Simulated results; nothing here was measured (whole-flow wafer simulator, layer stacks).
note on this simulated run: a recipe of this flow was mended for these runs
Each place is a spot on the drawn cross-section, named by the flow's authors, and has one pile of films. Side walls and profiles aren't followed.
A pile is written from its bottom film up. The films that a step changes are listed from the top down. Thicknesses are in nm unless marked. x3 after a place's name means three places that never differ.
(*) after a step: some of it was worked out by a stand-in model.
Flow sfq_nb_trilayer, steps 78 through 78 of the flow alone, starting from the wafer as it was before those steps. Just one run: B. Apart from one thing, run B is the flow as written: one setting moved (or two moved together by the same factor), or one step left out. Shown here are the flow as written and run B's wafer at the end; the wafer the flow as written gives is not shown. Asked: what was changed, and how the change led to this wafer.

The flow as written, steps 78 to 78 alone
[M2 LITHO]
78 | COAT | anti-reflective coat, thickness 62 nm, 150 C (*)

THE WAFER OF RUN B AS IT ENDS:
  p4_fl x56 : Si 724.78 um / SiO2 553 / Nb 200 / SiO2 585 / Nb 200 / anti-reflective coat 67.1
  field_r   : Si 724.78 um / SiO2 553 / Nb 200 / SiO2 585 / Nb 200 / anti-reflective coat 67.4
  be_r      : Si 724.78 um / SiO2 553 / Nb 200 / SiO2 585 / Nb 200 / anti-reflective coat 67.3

The reason: step 78, COAT: thickness 67.1 nm was run, whereas the flow has thickness 62 nm.
One can read it off the wafer: p4_fl x56 has anti-reflective coat 67.1, and step 78 as written asks for 62 nm.

The path from the change to this, step by step:
  78 | COAT | anti-reflective coat, thickness 62 nm, 150 C (*)
      p4_fl x56, wl_j_sl x16, l0r_line_l x3, m0r_space_l x2: +67.1 anti-reflective coat (new film) (it would be, as written: +62 anti-reflective coat (new film))
      field_r, lsp_l, ln_m5, lsp_m, ln_m6, lsp_r, l0_sur, l0v: +67.4 anti-reflective coat (new film) (it would be, as written: +62.3 anti-reflective coat (new film))
      (also at 21 further places)
